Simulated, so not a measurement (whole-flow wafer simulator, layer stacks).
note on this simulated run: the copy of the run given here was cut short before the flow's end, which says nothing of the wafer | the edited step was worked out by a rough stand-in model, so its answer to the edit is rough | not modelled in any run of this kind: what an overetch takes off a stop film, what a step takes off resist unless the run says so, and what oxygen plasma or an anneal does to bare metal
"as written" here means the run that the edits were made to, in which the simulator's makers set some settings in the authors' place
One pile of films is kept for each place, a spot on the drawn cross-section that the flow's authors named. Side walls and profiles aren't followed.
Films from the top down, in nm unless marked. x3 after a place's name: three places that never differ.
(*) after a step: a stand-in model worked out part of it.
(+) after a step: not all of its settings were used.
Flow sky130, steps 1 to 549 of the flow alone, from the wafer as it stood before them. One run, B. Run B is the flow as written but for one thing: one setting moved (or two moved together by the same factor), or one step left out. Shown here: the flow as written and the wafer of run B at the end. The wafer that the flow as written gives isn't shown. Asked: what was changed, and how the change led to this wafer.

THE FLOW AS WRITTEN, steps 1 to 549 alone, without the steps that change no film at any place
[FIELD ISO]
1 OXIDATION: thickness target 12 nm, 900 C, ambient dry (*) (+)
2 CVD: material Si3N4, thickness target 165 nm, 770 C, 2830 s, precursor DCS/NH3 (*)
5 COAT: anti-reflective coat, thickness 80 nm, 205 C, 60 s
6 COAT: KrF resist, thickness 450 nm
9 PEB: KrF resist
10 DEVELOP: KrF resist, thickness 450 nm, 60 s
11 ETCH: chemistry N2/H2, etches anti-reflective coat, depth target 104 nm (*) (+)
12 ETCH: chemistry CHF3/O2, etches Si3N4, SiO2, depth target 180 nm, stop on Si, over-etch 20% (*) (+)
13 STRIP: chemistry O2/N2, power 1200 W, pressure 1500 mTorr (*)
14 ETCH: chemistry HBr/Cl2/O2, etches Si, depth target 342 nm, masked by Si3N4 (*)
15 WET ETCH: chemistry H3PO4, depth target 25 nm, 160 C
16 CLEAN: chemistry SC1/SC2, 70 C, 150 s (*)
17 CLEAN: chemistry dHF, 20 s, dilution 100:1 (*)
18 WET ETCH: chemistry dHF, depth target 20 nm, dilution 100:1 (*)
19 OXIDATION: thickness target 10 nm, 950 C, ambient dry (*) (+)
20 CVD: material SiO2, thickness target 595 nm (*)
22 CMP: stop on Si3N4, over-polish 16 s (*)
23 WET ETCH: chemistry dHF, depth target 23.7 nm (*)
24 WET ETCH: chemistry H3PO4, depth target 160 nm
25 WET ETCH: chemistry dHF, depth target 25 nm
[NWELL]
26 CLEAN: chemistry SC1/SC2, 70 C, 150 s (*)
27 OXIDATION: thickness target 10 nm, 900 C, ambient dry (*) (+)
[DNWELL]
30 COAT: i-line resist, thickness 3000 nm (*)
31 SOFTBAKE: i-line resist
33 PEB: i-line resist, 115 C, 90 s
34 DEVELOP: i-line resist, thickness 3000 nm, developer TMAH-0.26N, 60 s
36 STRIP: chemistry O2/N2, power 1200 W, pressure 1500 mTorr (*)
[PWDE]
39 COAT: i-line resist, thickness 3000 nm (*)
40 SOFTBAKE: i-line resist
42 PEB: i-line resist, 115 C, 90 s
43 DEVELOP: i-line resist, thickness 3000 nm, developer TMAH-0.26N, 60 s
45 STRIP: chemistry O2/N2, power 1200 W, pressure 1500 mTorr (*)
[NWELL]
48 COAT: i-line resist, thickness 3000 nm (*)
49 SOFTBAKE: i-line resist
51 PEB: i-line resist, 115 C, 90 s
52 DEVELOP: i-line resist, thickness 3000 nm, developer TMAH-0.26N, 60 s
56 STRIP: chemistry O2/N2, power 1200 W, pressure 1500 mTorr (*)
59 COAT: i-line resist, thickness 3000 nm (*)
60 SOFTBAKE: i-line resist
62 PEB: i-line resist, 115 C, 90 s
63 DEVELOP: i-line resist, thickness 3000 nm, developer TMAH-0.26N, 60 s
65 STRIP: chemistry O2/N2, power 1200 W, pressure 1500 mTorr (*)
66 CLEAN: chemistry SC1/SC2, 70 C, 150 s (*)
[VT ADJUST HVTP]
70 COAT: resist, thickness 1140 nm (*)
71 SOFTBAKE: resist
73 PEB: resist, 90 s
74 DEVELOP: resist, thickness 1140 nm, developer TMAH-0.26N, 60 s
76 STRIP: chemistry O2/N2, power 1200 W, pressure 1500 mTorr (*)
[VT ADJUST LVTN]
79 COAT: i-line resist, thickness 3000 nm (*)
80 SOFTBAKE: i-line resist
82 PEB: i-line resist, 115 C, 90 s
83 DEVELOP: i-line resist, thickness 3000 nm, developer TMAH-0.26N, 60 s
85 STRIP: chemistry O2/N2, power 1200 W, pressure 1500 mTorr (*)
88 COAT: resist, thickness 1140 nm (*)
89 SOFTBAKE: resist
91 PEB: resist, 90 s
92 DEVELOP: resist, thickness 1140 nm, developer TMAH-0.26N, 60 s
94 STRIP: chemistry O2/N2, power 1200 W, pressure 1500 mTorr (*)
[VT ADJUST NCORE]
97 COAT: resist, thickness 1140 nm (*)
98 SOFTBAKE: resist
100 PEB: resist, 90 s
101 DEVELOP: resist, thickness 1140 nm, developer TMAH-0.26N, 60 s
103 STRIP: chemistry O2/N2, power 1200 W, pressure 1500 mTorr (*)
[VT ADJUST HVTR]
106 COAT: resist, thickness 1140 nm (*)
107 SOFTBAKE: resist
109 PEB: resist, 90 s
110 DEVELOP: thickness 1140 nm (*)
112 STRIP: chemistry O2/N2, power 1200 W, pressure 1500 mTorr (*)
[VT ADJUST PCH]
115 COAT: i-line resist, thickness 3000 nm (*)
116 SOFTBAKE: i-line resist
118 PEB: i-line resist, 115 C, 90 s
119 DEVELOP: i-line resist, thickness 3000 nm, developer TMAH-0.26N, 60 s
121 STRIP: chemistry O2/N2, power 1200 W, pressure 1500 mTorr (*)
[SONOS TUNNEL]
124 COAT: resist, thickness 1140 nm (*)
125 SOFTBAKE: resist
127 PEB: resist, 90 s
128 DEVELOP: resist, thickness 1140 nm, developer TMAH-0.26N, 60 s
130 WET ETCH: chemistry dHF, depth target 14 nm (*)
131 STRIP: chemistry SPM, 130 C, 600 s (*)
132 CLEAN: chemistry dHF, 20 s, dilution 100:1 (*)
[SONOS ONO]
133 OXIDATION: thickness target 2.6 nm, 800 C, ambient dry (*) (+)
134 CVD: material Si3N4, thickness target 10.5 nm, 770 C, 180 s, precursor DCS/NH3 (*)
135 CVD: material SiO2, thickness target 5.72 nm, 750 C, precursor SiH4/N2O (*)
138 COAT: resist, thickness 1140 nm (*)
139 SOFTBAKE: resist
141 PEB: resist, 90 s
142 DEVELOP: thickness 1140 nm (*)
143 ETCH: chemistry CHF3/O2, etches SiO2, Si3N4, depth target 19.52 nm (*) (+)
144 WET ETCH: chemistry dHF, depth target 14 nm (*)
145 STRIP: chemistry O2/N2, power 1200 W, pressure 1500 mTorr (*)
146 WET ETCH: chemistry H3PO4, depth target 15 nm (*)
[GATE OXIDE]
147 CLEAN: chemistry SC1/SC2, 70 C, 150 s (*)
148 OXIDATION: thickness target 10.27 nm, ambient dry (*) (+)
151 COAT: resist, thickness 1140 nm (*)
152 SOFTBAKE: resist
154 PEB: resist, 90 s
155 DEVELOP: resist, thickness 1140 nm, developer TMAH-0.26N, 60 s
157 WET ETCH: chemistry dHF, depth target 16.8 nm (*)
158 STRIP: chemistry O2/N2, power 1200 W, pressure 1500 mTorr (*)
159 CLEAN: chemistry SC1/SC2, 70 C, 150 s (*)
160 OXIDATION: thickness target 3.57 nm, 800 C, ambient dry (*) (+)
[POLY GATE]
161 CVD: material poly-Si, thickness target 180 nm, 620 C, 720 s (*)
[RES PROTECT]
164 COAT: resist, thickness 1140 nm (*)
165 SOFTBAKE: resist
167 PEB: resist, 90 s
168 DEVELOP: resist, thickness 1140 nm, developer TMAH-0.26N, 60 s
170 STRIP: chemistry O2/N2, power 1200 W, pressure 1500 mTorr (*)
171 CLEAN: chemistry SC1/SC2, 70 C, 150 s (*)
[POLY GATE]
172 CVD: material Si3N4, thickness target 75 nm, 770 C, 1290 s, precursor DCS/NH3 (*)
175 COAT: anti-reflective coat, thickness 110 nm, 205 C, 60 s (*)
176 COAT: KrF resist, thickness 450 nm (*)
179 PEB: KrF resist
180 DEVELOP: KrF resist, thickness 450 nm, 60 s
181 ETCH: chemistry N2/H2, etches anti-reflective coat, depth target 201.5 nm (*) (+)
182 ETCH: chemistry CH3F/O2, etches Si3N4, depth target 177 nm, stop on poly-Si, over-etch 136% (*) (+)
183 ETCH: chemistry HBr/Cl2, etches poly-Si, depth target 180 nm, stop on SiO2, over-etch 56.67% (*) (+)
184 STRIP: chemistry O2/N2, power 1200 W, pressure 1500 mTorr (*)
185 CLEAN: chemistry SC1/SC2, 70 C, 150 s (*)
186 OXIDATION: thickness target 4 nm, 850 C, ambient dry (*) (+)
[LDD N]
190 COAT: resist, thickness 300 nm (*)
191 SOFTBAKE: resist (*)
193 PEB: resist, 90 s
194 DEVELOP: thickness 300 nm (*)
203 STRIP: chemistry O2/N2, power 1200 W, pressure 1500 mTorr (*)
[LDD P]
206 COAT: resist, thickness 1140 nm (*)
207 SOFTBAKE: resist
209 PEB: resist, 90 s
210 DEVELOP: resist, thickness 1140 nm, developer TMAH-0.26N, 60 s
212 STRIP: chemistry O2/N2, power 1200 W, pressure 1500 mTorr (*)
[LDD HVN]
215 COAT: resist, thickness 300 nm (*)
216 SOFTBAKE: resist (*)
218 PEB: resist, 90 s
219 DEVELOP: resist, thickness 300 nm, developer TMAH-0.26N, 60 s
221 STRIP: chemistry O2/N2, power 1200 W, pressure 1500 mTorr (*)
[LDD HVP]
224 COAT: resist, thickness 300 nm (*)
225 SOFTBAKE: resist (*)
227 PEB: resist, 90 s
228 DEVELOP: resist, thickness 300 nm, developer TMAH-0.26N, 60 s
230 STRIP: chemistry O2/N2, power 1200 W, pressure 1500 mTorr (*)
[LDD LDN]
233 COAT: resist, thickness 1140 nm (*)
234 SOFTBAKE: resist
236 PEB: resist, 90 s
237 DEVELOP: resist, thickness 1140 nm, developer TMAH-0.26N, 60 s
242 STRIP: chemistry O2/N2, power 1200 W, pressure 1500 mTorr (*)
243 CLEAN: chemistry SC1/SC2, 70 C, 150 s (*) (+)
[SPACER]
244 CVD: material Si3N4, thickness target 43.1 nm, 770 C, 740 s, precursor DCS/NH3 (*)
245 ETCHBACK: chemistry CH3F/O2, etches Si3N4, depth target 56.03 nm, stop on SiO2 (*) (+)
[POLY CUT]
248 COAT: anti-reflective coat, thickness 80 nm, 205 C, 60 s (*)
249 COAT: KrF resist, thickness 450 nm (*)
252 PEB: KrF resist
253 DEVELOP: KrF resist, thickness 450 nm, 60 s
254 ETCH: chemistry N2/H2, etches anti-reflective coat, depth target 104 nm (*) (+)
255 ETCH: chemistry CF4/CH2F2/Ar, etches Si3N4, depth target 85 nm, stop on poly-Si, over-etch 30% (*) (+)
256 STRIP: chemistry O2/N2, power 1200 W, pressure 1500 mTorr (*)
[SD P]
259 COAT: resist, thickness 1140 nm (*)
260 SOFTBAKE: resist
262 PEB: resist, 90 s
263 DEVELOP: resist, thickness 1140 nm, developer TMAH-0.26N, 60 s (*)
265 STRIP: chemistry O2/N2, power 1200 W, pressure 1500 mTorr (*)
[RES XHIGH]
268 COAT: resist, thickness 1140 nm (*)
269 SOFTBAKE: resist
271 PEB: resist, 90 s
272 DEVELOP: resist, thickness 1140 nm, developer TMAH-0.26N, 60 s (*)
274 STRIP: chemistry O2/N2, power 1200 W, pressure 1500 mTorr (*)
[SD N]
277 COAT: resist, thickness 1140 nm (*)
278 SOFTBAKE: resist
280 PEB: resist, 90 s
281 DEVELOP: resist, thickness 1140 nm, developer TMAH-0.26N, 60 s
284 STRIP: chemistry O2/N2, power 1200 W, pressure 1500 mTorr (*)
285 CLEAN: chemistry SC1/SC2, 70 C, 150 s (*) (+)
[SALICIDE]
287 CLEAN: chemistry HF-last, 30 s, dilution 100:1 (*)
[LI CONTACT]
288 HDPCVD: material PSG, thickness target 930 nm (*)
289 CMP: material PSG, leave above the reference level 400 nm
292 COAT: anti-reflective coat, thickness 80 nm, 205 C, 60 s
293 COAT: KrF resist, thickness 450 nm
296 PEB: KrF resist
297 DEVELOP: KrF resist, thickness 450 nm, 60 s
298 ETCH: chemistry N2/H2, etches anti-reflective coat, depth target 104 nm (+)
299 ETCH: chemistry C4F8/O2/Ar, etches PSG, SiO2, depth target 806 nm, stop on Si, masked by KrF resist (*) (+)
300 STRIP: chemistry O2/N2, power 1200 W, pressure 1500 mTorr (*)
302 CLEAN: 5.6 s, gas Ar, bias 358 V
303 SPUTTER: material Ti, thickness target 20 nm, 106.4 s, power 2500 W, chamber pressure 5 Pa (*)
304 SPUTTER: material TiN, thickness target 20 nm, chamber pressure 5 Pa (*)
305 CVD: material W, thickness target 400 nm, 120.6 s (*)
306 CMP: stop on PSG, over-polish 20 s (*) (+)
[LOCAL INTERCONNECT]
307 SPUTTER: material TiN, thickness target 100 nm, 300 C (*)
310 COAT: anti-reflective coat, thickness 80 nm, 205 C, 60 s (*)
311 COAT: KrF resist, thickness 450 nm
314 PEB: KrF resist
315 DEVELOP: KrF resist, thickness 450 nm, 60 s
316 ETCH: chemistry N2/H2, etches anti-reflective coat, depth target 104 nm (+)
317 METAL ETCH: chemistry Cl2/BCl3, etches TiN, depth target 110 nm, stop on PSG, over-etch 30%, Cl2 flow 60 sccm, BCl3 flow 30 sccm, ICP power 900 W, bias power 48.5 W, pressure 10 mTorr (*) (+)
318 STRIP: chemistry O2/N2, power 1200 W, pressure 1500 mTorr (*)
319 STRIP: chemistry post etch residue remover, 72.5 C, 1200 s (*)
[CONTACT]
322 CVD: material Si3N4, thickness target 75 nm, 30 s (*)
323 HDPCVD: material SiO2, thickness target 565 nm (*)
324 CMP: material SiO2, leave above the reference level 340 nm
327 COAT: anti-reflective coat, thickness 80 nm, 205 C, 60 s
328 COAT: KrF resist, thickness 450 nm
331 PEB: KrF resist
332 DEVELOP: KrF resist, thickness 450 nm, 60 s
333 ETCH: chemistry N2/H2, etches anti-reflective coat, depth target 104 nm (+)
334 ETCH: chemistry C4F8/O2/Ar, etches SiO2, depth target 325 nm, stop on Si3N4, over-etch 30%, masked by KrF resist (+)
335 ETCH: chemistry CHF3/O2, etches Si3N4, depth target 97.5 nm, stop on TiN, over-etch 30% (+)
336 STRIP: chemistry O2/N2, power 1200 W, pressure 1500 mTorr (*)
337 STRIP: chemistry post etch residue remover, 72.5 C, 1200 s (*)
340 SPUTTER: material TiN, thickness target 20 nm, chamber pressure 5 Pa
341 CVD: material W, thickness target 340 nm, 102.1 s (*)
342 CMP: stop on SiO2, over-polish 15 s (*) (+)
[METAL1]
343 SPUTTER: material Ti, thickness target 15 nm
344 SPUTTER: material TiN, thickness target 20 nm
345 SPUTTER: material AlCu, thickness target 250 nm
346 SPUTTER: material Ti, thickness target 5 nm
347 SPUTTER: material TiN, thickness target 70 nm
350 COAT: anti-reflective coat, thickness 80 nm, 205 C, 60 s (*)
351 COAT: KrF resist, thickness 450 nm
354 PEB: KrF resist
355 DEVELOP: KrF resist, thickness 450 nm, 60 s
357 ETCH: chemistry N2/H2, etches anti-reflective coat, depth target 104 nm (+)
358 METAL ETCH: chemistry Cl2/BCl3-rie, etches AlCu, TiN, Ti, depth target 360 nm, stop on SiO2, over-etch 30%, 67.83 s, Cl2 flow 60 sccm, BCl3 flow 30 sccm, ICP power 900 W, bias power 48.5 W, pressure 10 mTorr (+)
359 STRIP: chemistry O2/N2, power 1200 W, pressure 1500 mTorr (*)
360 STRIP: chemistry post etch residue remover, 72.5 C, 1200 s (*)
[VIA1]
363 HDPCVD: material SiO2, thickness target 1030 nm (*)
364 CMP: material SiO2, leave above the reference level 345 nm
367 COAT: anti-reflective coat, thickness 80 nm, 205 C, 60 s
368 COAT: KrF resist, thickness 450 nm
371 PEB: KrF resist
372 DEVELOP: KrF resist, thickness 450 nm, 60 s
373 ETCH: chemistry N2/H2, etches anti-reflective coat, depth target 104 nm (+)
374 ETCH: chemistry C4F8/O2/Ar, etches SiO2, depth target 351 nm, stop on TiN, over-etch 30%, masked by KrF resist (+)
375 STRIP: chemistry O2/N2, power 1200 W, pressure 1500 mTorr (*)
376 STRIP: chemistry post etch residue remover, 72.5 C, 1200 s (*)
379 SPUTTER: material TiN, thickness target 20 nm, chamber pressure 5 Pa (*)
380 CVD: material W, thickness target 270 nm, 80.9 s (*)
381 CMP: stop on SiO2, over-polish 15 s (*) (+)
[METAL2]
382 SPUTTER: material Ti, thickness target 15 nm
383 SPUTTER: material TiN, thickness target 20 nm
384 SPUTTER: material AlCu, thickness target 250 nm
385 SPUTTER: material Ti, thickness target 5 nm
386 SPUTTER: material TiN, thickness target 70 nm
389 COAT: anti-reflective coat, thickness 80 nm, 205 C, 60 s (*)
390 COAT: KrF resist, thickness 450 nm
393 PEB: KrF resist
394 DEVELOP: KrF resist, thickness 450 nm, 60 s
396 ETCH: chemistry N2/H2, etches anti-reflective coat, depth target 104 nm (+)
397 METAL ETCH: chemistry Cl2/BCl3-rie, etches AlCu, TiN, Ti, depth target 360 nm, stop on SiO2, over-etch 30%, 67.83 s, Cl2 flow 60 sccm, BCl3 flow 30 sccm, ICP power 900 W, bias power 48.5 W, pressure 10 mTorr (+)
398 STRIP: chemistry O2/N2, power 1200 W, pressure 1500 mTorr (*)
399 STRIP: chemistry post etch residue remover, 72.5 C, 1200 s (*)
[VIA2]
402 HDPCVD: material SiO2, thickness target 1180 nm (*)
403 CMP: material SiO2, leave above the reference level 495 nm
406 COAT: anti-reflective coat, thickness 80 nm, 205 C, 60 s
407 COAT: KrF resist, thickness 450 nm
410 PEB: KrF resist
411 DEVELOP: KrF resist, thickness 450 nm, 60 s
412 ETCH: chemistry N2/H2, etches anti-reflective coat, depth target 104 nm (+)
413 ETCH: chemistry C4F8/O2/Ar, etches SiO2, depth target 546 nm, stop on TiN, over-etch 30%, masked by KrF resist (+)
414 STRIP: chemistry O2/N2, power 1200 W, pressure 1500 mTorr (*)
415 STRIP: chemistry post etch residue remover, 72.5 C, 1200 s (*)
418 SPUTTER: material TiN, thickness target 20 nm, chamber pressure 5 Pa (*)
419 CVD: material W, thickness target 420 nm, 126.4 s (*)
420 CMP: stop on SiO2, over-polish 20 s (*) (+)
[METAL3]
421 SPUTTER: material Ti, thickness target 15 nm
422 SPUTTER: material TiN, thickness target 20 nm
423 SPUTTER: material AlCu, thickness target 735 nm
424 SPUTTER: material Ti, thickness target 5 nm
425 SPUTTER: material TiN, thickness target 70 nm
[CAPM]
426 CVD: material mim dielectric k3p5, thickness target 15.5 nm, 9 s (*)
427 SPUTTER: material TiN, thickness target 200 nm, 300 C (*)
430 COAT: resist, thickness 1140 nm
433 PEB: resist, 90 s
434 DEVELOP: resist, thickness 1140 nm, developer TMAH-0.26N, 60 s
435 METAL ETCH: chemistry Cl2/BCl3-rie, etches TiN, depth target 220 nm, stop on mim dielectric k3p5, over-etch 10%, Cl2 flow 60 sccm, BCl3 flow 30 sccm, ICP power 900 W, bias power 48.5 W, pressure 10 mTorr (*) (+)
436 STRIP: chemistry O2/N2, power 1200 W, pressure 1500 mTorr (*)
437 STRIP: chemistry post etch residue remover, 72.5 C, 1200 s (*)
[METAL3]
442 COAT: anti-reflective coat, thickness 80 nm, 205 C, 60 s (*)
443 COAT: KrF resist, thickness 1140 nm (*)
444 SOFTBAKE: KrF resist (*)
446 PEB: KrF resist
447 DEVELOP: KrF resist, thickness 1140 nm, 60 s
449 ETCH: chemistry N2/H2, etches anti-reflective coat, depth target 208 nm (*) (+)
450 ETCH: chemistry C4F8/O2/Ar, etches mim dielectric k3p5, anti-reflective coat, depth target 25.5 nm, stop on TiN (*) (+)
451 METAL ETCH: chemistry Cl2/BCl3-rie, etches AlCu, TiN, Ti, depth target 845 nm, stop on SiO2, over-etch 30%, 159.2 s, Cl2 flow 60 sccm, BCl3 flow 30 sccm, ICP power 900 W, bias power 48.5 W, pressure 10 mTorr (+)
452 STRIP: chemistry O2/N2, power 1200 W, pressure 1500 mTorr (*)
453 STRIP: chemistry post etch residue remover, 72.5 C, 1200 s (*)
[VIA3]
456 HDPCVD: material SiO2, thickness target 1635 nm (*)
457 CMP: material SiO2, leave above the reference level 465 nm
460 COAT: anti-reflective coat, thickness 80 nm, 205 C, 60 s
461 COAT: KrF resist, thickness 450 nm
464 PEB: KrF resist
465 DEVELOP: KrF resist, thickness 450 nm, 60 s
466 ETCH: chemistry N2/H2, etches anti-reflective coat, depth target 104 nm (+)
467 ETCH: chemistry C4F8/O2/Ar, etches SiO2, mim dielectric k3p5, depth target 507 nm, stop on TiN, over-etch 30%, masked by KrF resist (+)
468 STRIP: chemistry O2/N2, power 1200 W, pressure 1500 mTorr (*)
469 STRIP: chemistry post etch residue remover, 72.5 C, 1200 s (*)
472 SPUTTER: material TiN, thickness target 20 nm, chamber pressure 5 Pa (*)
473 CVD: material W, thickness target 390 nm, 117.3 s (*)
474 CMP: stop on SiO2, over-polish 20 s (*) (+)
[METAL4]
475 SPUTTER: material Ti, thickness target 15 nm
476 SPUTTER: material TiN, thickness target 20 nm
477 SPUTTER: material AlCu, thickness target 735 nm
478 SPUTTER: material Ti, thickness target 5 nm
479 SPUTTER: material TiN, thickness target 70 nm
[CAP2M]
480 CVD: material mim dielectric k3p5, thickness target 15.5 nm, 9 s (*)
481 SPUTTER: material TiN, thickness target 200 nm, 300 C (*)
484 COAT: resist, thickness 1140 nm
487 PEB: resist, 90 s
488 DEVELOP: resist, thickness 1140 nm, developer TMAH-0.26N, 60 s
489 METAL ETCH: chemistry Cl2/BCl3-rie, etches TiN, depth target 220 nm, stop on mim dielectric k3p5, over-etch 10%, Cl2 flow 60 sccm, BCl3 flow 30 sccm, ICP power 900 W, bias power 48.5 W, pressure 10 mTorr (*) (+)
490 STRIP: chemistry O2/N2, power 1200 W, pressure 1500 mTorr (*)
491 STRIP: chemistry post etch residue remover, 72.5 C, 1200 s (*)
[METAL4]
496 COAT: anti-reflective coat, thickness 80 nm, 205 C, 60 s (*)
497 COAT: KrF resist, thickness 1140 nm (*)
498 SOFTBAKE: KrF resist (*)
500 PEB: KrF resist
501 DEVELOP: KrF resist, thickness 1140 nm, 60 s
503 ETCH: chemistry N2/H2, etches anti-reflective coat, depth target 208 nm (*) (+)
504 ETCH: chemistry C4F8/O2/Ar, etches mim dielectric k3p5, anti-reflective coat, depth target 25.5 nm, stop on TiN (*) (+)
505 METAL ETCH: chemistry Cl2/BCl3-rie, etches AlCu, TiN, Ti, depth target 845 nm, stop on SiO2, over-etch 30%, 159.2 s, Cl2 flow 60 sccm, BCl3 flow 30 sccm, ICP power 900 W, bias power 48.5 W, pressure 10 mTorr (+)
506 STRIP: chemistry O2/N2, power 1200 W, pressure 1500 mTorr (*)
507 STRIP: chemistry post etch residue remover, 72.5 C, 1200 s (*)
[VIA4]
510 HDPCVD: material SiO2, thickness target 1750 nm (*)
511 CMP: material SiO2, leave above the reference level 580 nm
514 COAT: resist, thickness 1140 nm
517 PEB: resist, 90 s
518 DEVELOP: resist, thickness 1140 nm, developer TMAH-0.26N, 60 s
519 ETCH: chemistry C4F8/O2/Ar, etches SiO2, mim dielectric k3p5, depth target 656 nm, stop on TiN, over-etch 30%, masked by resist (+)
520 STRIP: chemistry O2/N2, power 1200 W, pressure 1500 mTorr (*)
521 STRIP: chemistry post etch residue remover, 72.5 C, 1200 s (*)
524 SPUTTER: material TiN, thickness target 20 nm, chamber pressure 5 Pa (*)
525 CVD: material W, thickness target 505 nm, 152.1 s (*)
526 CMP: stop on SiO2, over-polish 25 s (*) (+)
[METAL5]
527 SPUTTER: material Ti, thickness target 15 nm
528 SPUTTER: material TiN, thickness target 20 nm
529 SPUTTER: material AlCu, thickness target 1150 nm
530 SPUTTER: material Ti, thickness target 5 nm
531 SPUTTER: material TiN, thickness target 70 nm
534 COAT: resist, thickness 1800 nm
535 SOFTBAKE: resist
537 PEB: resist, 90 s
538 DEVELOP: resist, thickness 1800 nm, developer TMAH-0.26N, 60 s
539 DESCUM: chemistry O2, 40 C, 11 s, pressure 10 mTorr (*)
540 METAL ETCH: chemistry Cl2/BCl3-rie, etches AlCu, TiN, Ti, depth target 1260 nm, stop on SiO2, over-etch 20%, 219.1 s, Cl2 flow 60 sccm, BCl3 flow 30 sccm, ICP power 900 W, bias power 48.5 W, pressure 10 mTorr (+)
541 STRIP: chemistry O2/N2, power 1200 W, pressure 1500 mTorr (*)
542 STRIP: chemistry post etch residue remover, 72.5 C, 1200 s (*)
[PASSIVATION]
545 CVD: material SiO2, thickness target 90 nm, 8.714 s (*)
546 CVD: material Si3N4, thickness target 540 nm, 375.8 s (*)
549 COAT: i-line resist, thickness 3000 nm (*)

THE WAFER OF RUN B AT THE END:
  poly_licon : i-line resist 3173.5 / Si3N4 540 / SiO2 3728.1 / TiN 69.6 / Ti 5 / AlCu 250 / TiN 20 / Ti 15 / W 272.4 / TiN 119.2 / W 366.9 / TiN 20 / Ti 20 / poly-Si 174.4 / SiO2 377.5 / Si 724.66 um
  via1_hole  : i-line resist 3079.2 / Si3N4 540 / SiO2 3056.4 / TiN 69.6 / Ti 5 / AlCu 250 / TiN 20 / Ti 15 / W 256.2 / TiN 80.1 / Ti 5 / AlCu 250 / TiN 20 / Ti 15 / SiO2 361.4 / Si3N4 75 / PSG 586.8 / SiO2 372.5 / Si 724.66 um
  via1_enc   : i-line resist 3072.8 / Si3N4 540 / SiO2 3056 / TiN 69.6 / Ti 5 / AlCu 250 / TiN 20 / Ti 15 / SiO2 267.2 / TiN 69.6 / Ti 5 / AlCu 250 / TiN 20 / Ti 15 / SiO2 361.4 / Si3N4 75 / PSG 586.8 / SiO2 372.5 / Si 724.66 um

The cause: step 341, CVD: 81.69 s was run, where the flow has 102.1 s.

How the change led to this, step by step:
  341 CVD: material W, thickness target 340 nm, 102.1 s (*)
      field, active, n_well and 185 more: W +272.4 (new film) (as written it would be: W +340 (new film))
      ndiff_licon, ndiff_licon_cpp, rpo_hd_licon: W +623 (new film) (as written it would be: W +690.5 (new film))
  342 CMP: stop on SiO2, over-polish 15 s (*) (+)
      poly_licon: nothing (as written it would be: W -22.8)
      field, active, n_well and 184 more: W -272.4 (all of it), TiN -20 (all of it), SiO2 -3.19 (as written it would be: W -340 (all of it), TiN -20 (all of it), SiO2 -3.19)
      (and at 3 more places)
  350 COAT: anti-reflective coat, thickness 80 nm, 205 C, 60 s (*)
      poly_licon: anti-reflective coat +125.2 (new film) (as written it would be: anti-reflective coat +80.4 (new film))
  359 STRIP: chemistry O2/N2, power 1200 W, pressure 1500 mTorr (*)
      poly_licon: KrF resist -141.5 (all of it), anti-reflective coat -125.2 (all of it) (as written it would be: KrF resist -141.5 (all of it), anti-reflective coat -80.4 (all of it))
  364 CMP: material SiO2, leave above the reference level 345 nm
      poly_licon: SiO2 -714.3 (as written it would be: SiO2 -759)
